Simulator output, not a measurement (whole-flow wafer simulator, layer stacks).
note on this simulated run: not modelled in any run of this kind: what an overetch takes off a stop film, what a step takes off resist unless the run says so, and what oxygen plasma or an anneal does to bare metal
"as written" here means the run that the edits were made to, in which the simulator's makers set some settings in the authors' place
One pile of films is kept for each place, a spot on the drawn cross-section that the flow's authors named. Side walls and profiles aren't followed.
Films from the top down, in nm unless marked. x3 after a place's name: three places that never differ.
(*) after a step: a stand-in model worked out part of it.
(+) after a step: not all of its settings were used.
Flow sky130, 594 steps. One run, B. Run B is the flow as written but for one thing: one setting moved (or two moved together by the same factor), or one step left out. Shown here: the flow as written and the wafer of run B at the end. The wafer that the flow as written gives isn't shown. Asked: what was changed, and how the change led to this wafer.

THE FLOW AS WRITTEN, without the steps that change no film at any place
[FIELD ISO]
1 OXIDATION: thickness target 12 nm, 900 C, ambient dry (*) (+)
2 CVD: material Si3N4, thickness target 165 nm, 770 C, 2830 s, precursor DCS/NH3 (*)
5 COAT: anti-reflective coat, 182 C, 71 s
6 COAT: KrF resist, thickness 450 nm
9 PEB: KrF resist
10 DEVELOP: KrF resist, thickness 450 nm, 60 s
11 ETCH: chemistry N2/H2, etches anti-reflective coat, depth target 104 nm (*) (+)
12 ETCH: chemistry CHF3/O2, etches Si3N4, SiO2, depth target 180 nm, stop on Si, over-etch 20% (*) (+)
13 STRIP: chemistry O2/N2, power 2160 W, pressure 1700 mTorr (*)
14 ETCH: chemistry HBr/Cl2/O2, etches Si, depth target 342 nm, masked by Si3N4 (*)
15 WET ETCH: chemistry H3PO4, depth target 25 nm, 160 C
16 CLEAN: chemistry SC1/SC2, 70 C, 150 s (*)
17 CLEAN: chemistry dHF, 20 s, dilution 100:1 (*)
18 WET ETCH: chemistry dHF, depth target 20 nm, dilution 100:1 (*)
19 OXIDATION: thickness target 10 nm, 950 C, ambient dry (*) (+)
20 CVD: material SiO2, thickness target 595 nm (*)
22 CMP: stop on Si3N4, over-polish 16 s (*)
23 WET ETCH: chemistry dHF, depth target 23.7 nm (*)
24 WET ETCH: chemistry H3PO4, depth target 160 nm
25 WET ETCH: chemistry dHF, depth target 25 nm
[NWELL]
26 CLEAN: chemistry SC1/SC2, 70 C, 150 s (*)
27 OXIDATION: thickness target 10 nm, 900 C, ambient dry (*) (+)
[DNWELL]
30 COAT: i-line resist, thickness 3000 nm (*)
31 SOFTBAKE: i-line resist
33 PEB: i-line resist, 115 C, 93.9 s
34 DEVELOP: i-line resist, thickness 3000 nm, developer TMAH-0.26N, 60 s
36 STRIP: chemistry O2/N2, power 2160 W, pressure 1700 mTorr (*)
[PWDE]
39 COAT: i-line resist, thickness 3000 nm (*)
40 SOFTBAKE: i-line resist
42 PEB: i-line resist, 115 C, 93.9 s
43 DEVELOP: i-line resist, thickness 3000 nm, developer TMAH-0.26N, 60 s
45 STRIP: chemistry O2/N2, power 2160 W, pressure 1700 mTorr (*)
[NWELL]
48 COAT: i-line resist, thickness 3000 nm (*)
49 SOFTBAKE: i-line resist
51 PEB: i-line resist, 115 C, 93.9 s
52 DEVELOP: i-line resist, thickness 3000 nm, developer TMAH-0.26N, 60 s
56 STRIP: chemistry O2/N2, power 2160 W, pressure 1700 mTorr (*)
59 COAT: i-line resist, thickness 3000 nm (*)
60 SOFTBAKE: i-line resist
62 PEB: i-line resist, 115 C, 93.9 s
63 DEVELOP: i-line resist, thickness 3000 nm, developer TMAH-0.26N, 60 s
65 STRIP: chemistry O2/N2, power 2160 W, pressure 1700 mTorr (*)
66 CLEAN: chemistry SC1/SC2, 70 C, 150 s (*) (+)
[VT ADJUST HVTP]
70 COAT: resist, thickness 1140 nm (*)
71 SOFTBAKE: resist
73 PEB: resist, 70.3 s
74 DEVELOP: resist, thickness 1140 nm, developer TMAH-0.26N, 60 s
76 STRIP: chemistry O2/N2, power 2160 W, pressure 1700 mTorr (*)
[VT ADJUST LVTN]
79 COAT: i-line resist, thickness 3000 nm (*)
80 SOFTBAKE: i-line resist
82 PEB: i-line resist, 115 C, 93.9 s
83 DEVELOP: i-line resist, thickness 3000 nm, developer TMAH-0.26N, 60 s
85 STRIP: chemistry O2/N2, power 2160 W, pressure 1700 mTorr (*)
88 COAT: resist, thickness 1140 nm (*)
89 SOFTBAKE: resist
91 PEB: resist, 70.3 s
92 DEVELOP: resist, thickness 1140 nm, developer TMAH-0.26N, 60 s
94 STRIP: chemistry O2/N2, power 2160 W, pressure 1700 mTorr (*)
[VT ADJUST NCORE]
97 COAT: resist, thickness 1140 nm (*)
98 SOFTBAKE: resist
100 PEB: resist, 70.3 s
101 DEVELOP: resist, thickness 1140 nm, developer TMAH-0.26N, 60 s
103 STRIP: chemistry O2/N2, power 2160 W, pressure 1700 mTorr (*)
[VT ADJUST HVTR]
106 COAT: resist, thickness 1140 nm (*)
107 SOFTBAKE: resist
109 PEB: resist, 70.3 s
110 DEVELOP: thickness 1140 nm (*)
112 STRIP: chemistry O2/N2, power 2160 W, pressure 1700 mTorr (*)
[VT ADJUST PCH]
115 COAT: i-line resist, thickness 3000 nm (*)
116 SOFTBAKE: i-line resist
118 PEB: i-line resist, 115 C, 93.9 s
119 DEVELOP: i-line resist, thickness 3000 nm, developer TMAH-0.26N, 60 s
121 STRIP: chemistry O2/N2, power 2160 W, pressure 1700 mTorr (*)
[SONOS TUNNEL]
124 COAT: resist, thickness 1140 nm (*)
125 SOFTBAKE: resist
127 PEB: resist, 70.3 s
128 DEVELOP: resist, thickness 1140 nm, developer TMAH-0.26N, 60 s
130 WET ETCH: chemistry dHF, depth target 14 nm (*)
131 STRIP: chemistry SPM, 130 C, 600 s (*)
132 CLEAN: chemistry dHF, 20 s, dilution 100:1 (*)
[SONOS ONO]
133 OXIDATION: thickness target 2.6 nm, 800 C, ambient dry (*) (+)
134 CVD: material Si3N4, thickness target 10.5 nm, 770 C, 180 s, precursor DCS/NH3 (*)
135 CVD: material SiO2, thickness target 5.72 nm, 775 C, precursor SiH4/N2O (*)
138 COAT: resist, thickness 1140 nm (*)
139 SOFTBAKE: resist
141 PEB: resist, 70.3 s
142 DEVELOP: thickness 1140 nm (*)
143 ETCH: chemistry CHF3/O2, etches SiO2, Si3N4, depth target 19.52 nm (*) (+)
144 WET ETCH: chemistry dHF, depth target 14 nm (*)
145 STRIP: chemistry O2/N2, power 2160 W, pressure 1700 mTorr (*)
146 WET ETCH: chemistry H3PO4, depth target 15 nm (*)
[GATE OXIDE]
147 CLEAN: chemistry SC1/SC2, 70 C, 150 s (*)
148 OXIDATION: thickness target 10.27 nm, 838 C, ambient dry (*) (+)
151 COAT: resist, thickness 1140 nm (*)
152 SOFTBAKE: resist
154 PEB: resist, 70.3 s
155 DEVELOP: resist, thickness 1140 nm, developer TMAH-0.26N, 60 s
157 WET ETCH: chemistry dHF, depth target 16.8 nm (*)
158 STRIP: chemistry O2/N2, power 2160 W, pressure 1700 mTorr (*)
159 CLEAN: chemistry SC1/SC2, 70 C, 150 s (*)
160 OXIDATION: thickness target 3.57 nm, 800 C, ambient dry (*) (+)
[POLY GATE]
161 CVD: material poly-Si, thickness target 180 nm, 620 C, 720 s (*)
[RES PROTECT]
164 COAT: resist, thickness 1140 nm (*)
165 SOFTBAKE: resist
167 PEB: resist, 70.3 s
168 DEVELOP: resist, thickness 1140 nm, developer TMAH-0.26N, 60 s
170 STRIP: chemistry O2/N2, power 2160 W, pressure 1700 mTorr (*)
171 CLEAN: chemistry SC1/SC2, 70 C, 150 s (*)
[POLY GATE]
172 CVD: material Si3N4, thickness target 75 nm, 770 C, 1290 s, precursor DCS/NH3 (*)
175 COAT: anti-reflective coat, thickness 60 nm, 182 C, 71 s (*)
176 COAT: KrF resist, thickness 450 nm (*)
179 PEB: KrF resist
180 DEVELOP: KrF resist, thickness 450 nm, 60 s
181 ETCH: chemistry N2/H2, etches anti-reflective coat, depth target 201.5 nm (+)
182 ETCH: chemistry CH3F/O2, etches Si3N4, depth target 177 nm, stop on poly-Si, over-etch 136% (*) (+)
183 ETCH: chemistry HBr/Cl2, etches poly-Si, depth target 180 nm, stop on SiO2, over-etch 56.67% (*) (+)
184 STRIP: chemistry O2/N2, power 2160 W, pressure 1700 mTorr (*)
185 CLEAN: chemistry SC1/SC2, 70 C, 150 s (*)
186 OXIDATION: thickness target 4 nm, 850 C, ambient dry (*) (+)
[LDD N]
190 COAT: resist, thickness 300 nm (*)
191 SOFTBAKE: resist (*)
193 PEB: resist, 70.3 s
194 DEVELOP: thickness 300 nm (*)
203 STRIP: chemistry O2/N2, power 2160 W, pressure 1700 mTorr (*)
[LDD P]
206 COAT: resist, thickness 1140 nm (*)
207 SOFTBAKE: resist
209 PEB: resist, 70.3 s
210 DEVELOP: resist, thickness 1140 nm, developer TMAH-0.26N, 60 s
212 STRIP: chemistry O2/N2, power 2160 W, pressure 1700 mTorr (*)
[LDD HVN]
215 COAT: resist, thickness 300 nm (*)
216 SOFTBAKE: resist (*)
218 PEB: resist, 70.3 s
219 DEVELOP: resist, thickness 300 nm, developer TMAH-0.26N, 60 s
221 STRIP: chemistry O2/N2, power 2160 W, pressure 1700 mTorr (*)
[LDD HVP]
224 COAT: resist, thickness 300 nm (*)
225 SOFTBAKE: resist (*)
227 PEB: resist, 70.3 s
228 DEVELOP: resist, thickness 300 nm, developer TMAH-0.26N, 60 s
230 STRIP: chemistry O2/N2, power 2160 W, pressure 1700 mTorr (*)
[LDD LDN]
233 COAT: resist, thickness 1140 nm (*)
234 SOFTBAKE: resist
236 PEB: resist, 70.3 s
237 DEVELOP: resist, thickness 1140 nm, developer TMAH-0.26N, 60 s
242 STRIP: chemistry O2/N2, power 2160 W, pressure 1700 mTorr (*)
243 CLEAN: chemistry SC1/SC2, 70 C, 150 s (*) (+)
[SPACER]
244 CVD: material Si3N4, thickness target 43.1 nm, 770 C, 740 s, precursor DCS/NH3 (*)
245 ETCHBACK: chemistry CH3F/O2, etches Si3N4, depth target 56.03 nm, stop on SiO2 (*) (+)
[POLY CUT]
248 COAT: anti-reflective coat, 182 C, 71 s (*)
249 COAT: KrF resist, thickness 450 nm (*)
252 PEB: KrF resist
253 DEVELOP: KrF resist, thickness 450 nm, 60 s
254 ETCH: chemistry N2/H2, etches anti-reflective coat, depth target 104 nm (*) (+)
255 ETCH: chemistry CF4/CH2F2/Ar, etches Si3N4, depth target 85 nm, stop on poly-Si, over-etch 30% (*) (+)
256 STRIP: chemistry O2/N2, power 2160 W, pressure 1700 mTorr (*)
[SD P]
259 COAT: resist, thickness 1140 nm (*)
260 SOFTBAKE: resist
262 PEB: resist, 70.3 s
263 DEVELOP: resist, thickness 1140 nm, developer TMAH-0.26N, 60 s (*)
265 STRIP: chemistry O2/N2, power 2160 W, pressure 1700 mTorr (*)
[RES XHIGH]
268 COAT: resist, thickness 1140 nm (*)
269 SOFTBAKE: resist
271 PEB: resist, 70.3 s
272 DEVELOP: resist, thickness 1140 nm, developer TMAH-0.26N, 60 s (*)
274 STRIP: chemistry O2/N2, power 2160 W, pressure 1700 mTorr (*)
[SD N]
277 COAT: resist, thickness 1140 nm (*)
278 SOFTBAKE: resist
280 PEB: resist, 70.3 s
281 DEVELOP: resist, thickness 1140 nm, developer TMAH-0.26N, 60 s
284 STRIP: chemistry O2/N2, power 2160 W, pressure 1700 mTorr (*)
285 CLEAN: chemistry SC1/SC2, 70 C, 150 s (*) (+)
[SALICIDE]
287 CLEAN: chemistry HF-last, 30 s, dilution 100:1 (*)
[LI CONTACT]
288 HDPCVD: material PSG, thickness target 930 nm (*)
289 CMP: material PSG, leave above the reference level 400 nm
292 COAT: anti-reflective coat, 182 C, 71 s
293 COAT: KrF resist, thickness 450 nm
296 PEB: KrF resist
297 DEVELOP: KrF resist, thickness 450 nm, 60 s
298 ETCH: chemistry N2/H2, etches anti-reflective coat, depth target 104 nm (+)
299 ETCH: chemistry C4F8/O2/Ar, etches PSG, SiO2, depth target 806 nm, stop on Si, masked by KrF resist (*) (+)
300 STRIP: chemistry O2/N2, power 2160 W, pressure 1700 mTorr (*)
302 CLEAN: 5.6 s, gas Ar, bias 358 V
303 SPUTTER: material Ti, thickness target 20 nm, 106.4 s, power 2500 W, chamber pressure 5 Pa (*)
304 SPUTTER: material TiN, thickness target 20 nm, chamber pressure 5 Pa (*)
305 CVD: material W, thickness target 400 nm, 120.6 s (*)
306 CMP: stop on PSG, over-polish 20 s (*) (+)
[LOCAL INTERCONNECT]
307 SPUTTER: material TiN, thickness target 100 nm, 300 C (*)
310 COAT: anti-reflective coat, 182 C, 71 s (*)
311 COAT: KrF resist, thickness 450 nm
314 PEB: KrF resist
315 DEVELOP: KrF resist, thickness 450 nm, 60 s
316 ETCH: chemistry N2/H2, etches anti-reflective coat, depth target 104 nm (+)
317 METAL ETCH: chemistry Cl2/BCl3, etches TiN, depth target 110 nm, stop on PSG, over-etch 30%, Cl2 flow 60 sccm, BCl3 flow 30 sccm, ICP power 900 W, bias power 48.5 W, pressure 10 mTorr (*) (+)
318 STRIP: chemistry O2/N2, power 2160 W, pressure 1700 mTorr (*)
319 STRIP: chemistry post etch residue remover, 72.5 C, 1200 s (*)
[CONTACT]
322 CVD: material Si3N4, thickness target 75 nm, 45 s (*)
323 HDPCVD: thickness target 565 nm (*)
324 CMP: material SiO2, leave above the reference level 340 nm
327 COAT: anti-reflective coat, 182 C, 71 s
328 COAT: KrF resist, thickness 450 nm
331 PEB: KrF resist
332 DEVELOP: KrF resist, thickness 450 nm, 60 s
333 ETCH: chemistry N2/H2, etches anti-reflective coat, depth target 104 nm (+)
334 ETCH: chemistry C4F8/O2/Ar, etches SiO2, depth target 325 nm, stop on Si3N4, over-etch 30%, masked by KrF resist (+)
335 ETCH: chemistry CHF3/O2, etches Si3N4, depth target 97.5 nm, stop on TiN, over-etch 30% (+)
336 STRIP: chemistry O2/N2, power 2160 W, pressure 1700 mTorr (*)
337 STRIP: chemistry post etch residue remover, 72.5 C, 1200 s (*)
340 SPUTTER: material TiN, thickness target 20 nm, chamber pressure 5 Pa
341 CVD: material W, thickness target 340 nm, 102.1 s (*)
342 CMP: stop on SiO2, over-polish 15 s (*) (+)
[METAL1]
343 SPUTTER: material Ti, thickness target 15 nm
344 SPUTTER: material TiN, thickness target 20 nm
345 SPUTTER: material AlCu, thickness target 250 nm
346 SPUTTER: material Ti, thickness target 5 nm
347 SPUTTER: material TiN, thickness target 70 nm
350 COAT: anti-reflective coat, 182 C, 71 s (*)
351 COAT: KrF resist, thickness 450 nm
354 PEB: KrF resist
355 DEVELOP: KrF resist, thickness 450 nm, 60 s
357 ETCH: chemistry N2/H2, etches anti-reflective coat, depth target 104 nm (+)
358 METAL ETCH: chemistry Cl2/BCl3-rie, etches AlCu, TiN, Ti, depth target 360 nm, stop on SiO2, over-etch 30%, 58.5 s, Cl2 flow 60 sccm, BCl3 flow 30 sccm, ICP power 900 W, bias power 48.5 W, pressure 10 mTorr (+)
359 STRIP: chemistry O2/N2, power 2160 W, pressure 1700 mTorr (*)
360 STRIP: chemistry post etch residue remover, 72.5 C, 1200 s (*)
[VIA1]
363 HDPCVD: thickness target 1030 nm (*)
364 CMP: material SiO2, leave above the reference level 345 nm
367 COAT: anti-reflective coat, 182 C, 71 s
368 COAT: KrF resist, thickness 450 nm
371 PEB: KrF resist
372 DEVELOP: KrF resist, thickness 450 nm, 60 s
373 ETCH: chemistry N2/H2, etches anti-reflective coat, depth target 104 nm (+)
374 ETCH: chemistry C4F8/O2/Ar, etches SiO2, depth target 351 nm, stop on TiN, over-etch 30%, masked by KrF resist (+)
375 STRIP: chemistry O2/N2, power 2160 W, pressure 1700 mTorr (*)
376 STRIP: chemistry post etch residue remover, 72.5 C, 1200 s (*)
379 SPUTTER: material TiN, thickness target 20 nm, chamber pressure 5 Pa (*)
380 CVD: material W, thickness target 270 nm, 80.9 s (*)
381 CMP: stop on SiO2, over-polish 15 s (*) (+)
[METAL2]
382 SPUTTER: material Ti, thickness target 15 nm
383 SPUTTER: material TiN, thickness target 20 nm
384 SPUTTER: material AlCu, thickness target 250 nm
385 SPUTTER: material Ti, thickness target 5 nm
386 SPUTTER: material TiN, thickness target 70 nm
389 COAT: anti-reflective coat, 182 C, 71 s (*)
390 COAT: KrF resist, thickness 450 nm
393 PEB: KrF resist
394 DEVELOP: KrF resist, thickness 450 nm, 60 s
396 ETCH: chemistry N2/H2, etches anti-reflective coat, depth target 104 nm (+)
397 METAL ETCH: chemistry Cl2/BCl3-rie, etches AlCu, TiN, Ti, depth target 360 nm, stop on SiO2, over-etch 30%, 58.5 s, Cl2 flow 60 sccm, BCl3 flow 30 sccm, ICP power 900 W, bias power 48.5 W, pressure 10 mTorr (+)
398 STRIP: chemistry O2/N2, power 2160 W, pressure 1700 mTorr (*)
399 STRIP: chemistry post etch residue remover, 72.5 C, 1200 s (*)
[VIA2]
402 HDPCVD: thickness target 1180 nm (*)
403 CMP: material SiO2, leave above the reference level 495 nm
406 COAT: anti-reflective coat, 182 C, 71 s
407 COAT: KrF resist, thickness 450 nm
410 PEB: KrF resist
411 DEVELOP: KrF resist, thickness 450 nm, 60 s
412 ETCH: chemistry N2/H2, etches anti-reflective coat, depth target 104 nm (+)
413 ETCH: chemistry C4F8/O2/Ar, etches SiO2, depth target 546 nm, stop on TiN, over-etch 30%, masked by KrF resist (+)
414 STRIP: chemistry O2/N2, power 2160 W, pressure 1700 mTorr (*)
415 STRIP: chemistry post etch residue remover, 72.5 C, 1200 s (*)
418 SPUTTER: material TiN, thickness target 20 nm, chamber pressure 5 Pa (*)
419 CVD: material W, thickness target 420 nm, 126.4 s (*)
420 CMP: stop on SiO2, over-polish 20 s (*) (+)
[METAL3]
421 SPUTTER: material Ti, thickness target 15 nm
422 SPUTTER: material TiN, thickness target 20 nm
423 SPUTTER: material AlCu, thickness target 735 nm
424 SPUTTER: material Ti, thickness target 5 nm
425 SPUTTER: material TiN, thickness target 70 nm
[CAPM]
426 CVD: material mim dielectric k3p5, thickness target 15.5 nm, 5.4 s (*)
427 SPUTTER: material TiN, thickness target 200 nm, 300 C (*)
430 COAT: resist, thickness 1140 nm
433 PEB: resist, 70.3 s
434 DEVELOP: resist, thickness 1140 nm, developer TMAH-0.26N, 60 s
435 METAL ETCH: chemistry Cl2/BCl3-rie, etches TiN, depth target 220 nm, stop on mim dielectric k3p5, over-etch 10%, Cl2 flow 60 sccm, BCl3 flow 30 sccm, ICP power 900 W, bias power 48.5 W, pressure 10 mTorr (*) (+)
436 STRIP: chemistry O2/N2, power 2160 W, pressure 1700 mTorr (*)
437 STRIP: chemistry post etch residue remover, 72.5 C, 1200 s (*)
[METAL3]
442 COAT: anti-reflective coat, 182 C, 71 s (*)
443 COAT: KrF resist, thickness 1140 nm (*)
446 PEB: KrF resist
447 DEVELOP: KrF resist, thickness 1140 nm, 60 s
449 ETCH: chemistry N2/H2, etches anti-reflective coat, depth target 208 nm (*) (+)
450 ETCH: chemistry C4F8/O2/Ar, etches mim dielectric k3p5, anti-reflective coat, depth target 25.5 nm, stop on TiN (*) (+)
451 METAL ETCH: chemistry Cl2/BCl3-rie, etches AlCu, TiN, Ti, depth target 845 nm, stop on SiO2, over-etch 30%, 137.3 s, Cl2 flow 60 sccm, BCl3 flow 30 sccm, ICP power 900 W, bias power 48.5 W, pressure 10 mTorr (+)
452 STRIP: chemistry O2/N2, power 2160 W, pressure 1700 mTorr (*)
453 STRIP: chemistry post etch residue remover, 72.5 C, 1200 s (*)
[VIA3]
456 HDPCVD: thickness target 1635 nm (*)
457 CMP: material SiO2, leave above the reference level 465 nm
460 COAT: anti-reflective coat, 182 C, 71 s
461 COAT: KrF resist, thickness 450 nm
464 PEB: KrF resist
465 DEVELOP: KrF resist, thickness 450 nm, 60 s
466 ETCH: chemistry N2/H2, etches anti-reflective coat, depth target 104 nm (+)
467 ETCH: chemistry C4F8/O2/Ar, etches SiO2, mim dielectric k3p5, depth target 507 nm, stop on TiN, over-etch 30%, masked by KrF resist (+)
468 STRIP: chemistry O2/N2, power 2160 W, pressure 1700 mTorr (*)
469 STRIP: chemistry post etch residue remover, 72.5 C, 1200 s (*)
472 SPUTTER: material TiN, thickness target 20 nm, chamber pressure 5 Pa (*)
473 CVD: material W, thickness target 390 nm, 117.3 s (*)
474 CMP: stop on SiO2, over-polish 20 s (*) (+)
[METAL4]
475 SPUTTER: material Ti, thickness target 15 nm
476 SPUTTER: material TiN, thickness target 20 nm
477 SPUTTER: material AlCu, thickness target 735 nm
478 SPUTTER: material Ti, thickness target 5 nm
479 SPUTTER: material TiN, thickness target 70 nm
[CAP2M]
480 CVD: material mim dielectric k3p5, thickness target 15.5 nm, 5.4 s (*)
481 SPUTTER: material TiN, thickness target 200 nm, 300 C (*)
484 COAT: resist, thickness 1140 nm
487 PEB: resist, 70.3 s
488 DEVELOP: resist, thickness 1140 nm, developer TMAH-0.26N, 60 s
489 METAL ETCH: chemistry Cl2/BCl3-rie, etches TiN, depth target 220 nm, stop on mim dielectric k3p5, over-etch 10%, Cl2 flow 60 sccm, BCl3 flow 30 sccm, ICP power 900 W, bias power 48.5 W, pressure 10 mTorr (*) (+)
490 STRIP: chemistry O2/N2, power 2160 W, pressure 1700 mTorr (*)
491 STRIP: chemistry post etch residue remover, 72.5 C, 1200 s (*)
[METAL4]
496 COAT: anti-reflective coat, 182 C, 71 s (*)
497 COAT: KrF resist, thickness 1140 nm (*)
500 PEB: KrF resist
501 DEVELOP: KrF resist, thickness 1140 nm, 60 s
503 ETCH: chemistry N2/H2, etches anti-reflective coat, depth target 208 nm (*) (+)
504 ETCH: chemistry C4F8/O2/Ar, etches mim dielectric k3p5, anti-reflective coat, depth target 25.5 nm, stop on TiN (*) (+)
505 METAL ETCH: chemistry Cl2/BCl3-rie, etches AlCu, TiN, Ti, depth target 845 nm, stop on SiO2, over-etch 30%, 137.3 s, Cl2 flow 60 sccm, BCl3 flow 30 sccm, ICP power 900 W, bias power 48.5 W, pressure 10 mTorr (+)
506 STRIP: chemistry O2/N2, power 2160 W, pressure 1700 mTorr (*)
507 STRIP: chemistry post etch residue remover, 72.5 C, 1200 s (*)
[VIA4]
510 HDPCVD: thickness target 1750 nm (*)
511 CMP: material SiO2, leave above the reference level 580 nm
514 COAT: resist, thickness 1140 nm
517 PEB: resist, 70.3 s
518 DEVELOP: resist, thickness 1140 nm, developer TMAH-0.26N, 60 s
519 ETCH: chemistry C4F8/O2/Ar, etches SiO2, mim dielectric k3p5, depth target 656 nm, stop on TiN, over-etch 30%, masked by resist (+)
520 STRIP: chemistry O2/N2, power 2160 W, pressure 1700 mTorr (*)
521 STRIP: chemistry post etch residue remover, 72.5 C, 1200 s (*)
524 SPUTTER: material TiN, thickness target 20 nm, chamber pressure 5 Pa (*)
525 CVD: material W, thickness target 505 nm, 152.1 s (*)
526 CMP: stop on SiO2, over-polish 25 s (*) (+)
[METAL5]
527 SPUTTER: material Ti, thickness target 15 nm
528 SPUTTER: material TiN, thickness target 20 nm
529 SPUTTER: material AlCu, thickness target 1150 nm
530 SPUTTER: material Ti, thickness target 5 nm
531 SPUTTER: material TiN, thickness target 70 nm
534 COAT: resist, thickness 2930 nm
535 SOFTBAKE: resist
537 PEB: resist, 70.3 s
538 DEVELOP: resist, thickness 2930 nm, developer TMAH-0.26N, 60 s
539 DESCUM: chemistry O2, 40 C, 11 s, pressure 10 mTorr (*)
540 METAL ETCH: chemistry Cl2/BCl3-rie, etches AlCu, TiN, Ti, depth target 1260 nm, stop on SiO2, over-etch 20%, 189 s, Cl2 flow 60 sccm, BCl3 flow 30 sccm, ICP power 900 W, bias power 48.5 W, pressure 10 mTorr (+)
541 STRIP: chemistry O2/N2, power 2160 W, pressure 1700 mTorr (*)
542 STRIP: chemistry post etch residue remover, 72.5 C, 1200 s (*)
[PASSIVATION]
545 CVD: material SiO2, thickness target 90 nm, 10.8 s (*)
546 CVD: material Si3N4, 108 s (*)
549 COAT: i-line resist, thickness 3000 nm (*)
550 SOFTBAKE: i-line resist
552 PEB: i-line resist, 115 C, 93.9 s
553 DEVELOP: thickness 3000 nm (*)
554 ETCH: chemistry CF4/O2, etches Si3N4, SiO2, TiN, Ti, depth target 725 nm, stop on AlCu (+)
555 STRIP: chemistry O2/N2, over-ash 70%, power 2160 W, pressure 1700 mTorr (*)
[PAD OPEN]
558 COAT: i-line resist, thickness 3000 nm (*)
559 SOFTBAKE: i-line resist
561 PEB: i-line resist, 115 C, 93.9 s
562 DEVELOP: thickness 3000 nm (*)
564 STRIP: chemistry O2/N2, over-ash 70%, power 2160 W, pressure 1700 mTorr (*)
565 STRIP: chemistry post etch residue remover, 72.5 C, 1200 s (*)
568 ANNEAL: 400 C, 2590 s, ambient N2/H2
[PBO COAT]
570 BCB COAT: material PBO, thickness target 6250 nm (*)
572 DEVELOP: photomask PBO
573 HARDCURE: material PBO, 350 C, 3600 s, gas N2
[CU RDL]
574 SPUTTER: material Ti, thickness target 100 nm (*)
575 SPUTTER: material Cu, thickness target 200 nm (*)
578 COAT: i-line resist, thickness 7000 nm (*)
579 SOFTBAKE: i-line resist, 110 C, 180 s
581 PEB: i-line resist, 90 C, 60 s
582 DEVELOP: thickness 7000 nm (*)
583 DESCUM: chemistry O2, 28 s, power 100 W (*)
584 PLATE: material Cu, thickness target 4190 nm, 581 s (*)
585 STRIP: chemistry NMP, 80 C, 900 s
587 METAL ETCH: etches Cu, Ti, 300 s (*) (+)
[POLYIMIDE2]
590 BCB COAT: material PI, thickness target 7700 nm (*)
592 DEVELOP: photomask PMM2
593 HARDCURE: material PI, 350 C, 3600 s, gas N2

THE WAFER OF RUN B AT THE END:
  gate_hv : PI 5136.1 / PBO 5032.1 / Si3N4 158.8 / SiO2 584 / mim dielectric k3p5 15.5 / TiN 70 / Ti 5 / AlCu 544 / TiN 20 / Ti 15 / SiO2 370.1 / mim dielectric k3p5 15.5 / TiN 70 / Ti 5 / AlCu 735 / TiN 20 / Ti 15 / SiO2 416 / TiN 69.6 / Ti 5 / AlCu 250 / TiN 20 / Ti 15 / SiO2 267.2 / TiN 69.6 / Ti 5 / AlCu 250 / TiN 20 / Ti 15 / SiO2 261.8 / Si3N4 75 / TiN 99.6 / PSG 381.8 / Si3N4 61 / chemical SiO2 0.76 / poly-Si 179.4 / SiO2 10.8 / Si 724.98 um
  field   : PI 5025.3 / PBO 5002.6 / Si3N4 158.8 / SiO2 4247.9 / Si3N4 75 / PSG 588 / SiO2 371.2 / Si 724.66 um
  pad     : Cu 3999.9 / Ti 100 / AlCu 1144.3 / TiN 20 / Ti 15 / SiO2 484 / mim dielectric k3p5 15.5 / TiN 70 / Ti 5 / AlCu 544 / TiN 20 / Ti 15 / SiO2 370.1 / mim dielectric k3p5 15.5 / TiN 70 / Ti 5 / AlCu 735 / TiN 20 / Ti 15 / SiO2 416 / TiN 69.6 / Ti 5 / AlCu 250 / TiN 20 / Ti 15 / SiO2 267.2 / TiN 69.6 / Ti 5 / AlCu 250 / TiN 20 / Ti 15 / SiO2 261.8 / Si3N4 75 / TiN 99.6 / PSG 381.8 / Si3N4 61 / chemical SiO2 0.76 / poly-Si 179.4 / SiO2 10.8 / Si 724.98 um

The cause: step 477, SPUTTER: thickness target 544 nm was run, where the flow has thickness target 735 nm.
It can be read off the wafer: gate_hv has AlCu 544, and step 477 as written asks for 735 nm.

How the change led to this, step by step:
  477 SPUTTER: material AlCu, thickness target 735 nm
      field, active, n_well and 189 more: AlCu +544 (new film) (as written it would be: AlCu +735 (new film))
  505 METAL ETCH: chemistry Cl2/BCl3-rie, etches AlCu, TiN, Ti, depth target 845 nm, stop on SiO2, over-etch 30%, 137.3 s, Cl2 flow 60 sccm, BCl3 flow 30 sccm, ICP power 900 W, bias power 48.5 W, pressure 10 mTorr (+)
      field, gate, spacer and 61 more: TiN -70 (all of it), Ti -5 (all of it), AlCu -544 (all of it), TiN -20 (all of it), Ti -15 (all of it), SiO2 -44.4 (as written it would be: TiN -70 (all of it), Ti -5 (all of it), AlCu -735 (all of it), TiN -20 (all of it), Ti -15 (all of it), SiO2 -25.4)
      vpp_iso1, m1_ln, poly_licon and 8 more: TiN -70 (all of it), Ti -5 (all of it), AlCu -544 (all of it), TiN -20 (all of it), Ti -15 (all of it), SiO2 -44.4 (as written it would be: TiN -70 (all of it), Ti -5 (all of it), AlCu -735 (all of it), TiN -20 (all of it), Ti -15 (all of it), SiO2 -25.3)
      (and at 13 more places)
  511 CMP: material SiO2, leave above the reference level 580 nm
      field, active, gate and 67 more: SiO2 -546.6 (as written it would be: SiO2 -374.7)
      vpp_ln, vpp_iso2, mim_edge_plate and 7 more: SiO2 -546.5 (as written it would be: SiO2 -374.7)
      (and at 8 more places)
